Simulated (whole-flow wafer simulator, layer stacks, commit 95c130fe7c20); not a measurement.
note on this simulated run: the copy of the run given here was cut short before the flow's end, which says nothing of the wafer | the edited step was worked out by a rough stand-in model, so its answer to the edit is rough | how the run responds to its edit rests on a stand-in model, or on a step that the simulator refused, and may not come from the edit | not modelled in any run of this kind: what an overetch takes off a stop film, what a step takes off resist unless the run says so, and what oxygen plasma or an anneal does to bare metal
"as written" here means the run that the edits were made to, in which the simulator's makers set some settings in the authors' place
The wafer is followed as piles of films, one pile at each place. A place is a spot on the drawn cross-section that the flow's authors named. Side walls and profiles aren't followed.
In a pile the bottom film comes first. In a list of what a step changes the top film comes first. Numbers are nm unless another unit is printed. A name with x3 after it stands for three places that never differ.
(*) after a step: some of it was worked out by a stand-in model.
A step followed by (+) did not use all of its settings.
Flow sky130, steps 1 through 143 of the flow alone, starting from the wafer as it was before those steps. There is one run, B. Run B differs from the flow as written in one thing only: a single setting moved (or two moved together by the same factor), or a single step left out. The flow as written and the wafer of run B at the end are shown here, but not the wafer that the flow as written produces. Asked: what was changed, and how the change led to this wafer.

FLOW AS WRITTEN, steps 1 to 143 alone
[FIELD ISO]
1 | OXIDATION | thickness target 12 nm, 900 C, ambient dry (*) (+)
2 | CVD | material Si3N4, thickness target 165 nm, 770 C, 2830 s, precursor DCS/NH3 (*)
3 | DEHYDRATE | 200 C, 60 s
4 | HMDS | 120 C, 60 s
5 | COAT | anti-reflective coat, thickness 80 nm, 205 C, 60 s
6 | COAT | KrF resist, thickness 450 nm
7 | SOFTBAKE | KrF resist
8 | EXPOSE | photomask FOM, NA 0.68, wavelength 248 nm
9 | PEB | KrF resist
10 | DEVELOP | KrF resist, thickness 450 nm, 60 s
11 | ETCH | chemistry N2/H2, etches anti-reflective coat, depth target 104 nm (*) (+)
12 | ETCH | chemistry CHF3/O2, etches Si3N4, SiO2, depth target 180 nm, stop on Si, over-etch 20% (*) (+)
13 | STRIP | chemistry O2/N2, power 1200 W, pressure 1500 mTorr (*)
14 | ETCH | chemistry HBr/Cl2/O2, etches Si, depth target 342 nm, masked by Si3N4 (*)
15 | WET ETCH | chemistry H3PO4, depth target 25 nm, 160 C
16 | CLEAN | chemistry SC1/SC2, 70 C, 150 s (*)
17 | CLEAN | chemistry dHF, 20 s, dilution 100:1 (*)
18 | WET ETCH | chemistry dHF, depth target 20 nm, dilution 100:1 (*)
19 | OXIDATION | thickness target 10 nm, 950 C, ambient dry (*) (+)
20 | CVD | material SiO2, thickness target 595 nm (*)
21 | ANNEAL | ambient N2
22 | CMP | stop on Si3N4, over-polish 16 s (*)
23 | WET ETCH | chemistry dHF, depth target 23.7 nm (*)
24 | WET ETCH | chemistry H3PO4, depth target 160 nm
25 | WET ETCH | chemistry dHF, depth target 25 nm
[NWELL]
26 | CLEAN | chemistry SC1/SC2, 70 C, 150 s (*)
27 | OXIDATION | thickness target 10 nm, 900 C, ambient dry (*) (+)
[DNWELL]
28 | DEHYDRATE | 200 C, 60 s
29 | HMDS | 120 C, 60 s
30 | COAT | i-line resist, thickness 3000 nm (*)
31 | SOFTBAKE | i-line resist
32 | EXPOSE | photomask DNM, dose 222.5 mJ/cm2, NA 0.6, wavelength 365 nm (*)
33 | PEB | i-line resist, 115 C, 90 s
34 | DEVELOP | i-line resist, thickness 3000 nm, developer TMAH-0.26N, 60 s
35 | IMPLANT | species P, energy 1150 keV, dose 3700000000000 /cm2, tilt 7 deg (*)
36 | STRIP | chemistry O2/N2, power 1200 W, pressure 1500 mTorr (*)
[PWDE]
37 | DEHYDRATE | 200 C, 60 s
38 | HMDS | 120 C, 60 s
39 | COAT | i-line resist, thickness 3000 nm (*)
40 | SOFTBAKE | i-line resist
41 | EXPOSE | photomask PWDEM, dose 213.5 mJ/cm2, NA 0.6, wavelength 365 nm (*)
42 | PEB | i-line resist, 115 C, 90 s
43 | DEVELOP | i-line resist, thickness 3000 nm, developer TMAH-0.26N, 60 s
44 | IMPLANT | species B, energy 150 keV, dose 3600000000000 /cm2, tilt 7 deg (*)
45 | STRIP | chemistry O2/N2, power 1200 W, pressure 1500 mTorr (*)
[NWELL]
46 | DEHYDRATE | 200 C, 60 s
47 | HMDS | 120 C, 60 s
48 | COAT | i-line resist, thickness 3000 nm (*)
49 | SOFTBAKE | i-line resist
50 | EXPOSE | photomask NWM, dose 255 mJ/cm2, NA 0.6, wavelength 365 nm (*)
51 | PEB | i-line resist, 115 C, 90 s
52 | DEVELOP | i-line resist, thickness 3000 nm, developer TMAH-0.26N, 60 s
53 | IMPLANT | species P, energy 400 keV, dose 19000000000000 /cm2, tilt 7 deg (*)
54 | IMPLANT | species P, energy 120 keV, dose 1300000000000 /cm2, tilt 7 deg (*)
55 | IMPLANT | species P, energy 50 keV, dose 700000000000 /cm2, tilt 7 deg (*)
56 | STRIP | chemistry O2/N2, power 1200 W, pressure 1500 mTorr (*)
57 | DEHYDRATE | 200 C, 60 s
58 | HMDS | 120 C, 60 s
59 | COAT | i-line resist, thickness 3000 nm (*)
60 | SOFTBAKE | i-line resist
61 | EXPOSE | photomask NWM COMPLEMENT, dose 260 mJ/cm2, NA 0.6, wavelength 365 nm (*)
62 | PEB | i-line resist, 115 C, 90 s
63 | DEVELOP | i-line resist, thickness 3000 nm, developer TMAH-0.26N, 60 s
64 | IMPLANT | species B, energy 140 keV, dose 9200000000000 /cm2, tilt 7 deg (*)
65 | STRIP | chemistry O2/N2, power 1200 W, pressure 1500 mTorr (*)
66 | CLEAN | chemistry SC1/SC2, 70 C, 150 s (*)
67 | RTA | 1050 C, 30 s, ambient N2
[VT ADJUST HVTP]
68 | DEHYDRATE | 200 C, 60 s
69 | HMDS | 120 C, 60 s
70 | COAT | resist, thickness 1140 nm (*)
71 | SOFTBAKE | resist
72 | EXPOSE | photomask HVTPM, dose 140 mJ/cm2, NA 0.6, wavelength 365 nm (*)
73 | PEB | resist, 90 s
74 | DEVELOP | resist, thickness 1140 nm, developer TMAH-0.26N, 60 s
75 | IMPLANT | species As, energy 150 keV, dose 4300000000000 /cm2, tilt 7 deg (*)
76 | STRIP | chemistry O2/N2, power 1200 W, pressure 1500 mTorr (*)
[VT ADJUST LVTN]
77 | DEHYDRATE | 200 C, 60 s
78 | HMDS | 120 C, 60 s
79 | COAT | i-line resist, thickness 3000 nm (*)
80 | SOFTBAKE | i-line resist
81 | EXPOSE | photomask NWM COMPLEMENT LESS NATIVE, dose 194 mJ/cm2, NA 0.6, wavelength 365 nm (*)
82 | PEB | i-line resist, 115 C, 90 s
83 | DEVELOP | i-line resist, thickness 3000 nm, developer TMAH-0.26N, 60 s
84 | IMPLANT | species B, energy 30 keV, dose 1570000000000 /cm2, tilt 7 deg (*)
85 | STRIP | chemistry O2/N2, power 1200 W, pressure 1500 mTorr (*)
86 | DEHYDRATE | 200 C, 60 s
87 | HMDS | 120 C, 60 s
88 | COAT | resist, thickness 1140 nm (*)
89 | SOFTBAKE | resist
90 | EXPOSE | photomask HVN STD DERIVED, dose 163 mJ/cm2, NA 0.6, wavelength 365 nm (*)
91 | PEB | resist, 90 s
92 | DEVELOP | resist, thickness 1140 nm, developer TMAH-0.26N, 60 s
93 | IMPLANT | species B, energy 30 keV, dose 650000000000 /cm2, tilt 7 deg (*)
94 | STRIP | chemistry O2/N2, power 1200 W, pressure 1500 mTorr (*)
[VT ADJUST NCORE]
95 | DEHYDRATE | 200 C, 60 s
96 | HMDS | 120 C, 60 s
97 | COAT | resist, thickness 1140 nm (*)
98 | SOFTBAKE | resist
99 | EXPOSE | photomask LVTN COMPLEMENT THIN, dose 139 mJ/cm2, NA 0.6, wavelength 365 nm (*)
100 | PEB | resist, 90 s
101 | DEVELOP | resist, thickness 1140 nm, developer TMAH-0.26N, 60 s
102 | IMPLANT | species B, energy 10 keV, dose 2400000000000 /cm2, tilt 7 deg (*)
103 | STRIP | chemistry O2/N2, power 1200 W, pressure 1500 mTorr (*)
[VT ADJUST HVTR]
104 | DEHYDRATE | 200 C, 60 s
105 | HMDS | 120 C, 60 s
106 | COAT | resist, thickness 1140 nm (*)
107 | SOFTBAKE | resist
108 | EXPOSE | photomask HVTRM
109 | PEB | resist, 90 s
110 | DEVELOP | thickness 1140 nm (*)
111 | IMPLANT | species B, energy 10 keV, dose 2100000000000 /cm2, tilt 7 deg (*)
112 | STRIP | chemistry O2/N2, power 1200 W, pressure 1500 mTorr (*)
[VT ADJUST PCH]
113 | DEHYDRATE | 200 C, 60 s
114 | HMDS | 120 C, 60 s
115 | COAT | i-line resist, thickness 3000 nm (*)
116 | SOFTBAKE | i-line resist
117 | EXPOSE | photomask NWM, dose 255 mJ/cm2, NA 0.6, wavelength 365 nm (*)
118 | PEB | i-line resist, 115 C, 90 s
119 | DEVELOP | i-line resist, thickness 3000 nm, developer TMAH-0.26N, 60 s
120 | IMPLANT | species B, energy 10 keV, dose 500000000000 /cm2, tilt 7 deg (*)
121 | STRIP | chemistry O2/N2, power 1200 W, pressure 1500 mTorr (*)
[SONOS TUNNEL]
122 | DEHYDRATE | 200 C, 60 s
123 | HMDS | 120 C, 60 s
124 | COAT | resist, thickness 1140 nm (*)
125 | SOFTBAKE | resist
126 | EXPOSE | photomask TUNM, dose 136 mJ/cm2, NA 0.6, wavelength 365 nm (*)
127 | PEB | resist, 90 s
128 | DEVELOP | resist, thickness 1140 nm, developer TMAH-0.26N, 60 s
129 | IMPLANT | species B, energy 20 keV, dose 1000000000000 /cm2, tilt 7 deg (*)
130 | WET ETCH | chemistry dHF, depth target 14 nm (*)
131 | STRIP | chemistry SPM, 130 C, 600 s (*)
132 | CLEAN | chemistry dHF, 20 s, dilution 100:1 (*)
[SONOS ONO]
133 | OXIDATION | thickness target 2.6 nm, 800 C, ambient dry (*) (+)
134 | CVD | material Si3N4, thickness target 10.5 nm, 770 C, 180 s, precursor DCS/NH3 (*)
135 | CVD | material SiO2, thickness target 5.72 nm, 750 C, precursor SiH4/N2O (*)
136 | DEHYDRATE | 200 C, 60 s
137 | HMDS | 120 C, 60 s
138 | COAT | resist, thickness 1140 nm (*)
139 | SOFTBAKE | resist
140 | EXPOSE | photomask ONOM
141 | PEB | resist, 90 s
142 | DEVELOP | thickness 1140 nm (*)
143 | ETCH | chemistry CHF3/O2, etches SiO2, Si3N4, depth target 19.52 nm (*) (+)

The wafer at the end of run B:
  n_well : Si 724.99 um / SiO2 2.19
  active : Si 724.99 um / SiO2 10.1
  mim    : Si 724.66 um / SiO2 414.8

The reason: step 143, ETCH: depth target 16.63 nm was run, while the flow as written has depth target 19.52 nm.

The path from the change to this, step by step:
  143 | ETCH | chemistry CHF3/O2, etches SiO2, Si3N4, depth target 19.52 nm (*) (+)
      n_well, sonos_sd: SiO2 loses 5.72 (all of it), Si3N4 loses 10.5 (all of it), SiO2 loses 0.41 (it would be, as written: SiO2 loses 5.72 (all of it), Si3N4 loses 10.5 (all of it), SiO2 loses 2.6 (all of it), Si loses 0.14)
      field, active, p_well x5 and 179 more: SiO2 loses 5.72 (all of it), Si3N4 loses 10.5 (all of it), SiO2 loses 0.41 (it would be, as written: SiO2 loses 5.72 (all of it), Si3N4 loses 10.5 (all of it), SiO2 loses 3.3)
      (also at 2 further places)
